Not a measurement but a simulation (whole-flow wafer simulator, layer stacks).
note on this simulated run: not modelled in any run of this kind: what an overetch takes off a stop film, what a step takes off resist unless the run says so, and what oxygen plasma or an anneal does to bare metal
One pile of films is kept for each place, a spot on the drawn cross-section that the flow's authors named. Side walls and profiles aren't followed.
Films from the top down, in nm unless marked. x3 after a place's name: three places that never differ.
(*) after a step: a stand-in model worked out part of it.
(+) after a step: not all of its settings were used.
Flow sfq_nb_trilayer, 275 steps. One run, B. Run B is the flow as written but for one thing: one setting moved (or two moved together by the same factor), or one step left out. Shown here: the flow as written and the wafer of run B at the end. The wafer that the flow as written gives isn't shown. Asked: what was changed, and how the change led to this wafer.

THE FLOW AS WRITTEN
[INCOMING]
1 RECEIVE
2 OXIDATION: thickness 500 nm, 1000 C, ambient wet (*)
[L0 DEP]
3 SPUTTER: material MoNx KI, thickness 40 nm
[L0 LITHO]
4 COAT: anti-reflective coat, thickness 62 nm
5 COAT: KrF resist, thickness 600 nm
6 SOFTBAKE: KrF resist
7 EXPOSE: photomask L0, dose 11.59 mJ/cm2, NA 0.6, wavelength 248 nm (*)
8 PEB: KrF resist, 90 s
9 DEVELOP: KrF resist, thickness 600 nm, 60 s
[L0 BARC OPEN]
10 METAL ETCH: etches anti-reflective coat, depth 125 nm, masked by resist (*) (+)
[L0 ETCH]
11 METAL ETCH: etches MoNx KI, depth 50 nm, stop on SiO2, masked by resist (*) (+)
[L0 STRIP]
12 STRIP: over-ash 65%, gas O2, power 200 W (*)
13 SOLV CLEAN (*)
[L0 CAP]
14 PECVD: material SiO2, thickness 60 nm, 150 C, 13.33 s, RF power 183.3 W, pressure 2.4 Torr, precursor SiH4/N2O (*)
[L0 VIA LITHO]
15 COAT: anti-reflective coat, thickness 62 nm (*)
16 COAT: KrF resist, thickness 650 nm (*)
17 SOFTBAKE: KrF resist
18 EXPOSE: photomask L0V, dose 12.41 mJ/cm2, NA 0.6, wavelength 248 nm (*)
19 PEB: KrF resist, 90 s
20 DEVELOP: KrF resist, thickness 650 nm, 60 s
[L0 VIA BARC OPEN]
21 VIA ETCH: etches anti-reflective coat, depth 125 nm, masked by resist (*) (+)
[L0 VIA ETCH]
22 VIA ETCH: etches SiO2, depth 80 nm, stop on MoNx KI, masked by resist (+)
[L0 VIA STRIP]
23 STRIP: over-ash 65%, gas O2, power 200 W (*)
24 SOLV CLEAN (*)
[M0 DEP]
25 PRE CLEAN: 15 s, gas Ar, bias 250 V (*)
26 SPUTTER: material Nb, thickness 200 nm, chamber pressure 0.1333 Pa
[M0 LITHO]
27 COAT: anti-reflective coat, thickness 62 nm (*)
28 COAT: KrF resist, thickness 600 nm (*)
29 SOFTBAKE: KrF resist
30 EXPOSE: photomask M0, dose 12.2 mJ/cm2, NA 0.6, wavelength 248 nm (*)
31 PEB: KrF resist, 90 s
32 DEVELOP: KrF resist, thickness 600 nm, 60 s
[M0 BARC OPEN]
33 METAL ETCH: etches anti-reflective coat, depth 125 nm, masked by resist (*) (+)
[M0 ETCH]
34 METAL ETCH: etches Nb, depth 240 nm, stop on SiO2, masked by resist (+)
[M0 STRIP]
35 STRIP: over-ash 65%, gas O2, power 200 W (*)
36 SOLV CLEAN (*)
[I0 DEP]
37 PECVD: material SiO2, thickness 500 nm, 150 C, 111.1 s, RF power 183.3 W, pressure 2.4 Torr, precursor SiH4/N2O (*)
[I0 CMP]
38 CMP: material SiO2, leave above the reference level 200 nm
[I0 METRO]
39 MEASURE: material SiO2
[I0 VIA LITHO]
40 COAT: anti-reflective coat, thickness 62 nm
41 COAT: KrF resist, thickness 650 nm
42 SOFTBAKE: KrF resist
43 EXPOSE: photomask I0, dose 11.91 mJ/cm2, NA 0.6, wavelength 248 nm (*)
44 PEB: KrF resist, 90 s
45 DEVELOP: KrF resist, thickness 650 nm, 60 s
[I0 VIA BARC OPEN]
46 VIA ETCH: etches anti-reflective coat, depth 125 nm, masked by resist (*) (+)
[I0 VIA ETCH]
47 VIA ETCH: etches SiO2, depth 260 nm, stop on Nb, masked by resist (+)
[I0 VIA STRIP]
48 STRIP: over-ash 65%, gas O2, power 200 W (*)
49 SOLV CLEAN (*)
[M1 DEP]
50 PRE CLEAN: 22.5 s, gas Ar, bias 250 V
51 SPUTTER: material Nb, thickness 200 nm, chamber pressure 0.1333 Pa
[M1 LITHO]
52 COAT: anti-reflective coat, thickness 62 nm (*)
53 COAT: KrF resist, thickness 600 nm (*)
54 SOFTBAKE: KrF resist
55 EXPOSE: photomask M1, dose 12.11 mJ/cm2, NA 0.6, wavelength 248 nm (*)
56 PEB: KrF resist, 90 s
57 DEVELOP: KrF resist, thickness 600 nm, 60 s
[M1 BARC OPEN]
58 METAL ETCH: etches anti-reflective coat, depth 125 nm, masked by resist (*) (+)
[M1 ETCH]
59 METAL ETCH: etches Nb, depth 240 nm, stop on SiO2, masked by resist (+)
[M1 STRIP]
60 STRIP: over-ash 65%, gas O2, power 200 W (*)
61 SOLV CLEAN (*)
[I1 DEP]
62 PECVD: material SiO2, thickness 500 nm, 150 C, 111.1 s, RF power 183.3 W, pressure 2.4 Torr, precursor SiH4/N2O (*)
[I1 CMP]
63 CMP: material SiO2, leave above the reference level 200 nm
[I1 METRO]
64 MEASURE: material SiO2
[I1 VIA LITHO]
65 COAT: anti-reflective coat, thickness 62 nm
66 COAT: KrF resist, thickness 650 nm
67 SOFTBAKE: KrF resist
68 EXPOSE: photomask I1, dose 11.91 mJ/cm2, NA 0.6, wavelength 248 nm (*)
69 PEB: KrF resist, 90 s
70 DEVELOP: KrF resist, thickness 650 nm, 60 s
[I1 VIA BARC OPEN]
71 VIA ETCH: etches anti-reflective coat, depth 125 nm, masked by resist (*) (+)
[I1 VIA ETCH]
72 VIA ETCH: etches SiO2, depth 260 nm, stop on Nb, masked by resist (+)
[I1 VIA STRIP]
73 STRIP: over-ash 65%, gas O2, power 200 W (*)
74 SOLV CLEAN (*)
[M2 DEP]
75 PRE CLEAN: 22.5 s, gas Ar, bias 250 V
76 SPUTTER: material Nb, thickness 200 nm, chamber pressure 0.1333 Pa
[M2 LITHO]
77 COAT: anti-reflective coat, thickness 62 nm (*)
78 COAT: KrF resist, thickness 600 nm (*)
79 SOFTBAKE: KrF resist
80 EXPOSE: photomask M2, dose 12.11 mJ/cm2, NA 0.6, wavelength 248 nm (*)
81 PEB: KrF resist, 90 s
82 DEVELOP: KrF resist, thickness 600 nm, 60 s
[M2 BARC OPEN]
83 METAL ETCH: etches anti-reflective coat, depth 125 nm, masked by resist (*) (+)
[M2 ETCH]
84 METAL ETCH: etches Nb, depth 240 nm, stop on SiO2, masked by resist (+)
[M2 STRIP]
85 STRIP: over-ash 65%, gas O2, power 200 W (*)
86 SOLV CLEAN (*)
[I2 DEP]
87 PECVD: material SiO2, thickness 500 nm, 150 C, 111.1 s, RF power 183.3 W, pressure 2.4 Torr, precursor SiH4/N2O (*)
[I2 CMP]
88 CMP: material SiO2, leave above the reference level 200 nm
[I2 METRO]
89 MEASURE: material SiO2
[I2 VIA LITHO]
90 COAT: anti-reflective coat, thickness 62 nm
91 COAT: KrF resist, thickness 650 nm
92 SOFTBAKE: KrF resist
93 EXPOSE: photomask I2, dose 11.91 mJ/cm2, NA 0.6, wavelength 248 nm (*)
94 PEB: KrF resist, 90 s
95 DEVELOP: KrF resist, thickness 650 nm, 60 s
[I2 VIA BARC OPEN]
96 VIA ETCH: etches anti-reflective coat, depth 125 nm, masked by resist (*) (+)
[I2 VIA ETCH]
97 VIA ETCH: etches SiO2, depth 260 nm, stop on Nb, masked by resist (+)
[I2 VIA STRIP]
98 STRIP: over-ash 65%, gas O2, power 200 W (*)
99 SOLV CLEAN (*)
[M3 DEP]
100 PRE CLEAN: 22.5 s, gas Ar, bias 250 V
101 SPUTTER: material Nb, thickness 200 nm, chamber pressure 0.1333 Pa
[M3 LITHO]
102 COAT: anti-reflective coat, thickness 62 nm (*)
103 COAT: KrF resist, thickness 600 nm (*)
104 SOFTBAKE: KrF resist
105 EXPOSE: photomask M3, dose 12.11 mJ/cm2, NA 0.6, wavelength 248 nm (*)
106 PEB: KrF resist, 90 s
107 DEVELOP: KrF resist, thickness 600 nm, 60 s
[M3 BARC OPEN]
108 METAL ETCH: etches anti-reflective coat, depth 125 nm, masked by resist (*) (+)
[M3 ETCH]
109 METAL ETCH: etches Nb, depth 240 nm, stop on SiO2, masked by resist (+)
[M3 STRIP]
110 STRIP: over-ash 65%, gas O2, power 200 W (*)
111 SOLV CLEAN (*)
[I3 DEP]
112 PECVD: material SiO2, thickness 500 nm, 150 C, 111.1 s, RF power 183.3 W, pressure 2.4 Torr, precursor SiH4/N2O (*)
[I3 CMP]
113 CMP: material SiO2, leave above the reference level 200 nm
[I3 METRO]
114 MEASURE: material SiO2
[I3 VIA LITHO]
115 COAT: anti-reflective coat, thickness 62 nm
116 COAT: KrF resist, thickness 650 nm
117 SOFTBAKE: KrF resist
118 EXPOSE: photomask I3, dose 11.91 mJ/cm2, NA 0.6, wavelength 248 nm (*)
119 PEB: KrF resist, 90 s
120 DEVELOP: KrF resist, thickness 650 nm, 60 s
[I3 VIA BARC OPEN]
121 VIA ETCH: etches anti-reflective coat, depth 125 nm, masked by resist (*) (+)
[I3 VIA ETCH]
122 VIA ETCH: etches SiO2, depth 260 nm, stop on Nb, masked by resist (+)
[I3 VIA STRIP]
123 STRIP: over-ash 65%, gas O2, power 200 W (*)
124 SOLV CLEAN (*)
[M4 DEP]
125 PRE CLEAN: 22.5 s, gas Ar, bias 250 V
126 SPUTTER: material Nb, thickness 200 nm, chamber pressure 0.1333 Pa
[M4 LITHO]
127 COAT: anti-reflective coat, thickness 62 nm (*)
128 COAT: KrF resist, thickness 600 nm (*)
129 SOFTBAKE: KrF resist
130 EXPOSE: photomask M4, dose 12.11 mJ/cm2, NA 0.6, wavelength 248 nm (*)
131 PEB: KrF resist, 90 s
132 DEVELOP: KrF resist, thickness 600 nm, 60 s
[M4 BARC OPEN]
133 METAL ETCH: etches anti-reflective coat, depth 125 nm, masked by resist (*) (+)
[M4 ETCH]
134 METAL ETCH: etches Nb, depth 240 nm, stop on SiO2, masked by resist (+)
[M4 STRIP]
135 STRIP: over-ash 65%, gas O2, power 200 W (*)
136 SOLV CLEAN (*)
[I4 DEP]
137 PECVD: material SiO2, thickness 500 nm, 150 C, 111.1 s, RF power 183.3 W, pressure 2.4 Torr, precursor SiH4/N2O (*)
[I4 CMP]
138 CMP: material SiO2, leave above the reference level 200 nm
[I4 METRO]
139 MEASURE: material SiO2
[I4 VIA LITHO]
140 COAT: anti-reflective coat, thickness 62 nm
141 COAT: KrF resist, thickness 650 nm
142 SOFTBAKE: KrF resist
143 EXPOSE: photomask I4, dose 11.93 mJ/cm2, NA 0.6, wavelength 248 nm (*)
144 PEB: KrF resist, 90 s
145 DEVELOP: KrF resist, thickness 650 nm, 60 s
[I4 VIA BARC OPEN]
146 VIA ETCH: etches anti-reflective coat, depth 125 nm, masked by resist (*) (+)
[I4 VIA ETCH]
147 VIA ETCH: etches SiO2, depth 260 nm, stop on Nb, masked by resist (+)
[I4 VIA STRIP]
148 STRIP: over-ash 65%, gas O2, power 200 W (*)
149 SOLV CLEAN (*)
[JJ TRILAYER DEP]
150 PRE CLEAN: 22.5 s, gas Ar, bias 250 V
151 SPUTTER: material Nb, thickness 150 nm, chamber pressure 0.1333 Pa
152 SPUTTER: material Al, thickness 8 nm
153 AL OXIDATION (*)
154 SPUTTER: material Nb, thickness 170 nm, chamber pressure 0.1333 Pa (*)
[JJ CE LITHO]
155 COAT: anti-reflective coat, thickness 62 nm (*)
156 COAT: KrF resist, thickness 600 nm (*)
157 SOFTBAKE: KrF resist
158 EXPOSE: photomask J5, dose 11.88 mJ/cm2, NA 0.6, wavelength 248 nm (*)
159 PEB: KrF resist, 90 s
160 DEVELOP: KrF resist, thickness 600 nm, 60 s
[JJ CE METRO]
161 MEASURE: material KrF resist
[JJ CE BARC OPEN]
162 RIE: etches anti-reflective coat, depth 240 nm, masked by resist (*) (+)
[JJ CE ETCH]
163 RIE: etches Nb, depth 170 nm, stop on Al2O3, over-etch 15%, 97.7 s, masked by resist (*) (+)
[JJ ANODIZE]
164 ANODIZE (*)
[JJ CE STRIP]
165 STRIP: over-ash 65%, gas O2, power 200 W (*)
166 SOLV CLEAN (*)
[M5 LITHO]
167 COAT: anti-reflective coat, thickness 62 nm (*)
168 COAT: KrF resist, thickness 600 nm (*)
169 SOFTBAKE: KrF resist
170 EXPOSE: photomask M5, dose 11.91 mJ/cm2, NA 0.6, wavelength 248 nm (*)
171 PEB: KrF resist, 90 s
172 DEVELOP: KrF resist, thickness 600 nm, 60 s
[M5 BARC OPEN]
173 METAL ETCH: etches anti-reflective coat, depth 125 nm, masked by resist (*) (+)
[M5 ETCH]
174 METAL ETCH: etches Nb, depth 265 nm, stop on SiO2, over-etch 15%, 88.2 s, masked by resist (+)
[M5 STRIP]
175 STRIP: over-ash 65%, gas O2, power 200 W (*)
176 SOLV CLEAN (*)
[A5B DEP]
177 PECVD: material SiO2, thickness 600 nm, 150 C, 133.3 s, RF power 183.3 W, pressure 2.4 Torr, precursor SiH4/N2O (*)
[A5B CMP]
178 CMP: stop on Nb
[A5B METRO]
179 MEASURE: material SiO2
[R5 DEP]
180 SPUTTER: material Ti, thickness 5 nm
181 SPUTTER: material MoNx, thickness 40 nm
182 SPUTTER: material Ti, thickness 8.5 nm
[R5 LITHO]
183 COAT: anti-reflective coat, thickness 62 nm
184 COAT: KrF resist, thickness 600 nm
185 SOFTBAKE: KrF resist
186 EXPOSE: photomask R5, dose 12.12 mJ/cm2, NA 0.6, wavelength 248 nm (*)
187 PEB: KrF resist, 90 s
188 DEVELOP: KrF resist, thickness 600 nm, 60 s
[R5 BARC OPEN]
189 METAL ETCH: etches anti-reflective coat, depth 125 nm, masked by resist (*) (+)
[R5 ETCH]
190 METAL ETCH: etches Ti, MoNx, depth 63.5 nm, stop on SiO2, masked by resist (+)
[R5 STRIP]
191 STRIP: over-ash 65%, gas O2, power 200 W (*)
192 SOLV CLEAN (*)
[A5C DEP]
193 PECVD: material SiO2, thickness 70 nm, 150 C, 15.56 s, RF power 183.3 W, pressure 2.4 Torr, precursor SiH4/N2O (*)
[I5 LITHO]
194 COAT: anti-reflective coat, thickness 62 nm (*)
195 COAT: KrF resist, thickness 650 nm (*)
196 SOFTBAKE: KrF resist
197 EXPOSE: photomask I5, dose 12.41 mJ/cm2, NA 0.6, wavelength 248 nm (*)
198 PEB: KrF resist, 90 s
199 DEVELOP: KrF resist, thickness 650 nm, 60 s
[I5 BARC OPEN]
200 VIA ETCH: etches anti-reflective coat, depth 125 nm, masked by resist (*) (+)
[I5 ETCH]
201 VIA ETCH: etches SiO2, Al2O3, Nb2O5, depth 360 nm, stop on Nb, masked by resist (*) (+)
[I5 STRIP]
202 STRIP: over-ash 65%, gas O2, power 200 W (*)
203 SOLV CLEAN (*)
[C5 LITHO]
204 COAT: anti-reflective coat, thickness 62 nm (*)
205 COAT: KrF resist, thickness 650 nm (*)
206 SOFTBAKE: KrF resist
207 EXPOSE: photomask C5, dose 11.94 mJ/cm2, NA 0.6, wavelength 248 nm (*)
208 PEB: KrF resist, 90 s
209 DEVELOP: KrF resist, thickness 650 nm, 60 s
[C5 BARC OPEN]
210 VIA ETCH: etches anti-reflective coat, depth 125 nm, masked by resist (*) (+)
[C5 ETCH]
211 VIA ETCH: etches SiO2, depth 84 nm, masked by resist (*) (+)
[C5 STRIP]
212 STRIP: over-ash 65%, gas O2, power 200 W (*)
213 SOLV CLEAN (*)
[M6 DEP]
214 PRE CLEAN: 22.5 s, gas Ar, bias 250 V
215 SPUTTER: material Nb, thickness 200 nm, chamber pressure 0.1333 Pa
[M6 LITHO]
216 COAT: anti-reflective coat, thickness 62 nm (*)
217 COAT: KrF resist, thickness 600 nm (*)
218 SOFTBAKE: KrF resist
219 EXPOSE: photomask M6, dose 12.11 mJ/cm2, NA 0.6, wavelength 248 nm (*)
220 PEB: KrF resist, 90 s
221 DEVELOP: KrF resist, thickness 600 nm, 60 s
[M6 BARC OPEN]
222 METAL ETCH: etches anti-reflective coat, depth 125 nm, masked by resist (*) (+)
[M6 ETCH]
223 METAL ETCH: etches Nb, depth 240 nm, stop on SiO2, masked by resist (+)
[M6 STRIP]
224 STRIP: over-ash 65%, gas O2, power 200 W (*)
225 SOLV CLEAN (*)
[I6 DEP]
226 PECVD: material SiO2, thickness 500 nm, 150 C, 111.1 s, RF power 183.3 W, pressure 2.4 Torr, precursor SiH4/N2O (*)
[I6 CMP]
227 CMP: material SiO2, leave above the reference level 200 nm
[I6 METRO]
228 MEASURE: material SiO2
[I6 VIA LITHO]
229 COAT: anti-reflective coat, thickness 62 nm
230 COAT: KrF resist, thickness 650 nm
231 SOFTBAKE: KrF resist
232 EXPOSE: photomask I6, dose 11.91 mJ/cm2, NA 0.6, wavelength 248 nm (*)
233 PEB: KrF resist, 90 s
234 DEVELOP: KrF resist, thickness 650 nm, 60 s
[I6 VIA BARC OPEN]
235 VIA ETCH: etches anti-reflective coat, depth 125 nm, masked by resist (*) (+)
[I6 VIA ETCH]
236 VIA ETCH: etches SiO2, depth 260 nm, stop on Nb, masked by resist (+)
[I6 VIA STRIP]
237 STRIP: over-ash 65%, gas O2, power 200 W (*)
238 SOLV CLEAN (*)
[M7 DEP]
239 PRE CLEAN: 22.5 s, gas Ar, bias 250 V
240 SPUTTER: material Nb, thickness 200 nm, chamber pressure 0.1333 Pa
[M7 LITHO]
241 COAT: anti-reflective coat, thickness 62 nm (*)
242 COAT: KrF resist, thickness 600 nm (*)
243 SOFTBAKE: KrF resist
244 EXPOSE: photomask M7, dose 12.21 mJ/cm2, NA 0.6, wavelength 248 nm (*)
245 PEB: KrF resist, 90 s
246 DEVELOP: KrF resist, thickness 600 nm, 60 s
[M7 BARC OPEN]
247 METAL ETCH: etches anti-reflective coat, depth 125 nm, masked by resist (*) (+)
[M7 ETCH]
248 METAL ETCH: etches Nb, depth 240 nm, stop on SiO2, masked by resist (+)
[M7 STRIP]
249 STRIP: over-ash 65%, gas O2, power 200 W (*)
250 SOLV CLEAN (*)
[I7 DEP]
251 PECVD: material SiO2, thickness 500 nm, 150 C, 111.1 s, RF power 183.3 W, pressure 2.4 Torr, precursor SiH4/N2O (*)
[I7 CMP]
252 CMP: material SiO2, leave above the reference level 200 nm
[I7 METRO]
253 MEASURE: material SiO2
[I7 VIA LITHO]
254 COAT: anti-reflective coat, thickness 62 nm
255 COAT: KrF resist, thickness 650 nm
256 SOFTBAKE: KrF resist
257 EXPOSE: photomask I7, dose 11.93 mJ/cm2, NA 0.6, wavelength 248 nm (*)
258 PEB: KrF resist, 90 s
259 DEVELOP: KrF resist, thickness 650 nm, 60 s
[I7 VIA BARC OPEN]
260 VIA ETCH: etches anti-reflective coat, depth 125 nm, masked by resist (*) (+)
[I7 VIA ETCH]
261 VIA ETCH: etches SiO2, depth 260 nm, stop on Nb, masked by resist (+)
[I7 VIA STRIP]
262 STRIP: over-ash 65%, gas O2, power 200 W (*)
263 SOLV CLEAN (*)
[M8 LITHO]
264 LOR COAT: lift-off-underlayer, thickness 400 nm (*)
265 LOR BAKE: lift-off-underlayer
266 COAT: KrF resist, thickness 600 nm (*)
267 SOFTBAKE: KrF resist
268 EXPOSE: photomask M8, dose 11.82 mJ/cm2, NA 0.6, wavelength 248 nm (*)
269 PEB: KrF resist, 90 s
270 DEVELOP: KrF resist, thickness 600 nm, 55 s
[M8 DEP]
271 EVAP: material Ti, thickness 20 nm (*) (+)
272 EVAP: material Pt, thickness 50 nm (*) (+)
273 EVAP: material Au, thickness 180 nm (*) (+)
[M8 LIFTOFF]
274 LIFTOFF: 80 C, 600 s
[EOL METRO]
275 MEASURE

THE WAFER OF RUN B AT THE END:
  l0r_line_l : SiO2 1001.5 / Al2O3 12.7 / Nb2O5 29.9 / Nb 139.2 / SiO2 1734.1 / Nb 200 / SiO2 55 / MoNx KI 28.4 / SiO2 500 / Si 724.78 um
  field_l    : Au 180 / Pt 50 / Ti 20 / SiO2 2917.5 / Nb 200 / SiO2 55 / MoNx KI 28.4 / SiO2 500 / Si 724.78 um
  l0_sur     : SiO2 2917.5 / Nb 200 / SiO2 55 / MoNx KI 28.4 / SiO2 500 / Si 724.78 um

The cause: step 3, SPUTTER: thickness 28.4 nm was run, where the flow has thickness 40 nm.
It can be read off the wafer: l0r_line_l has MoNx KI 28.4, and step 3 as written asks for 40 nm.

How the change led to this, step by step:
  3 SPUTTER: material MoNx KI, thickness 40 nm
      field_l, v_sur, via_wl and 103 more: MoNx KI +28.4 (new film) (as written it would be: MoNx KI +40 (new film))
  11 METAL ETCH: etches MoNx KI, depth 50 nm, stop on SiO2, masked by resist (*) (+)
      v_sur, via_wl, via_w and 97 more: MoNx KI -28.4 (all of it) (as written it would be: MoNx KI -40 (all of it))
      field_l, l0_sur, l0v, l0r_line_l, l0r_line_c, l0r_line_r: KrF resist -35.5 (as written it would be: KrF resist -41.7)
  15 COAT: anti-reflective coat, thickness 62 nm (*)
      field_l: anti-reflective coat +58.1 (new film) (as written it would be: anti-reflective coat +56.7 (new film))
      v_sur: anti-reflective coat +69.3 (new film) (as written it would be: anti-reflective coat +72.2 (new film))
      (and at 3 more places)
  23 STRIP: over-ash 65%, gas O2, power 200 W (*)
      field_l: KrF resist -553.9 (all of it), anti-reflective coat -58.1 (all of it) (as written it would be: KrF resist -551.4 (all of it), anti-reflective coat -56.7 (all of it))
      v_sur: KrF resist -567.2 (all of it), anti-reflective coat -69.3 (all of it) (as written it would be: KrF resist -570.5 (all of it), anti-reflective coat -72.2 (all of it))
      (and at 3 more places)
  27 COAT: anti-reflective coat, thickness 62 nm (*)
      field_l: anti-reflective coat +58.2 (new film) (as written it would be: anti-reflective coat +56.9 (new film))
      v_sur: anti-reflective coat +69.4 (new film) (as written it would be: anti-reflective coat +72.3 (new film))
      (and at 3 more places)
  35 STRIP: over-ash 65%, gas O2, power 200 W (*)
      field_l: KrF resist -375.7 (all of it), anti-reflective coat -58.2 (all of it) (as written it would be: KrF resist -372.9 (all of it), anti-reflective coat -56.9 (all of it))
      v_sur: KrF resist -388.7 (all of it), anti-reflective coat -69.4 (all of it) (as written it would be: KrF resist -391.6 (all of it), anti-reflective coat -72.3 (all of it))
      (and at 3 more places)
  38 CMP: material SiO2, leave above the reference level 200 nm
      field_l, l0_sur, l0r_line_l, l0r_line_c, l0r_line_r: SiO2 -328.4 (as written it would be: SiO2 -340)
      l0v: SiO2 -266.2 (as written it would be: SiO2 -277.8)
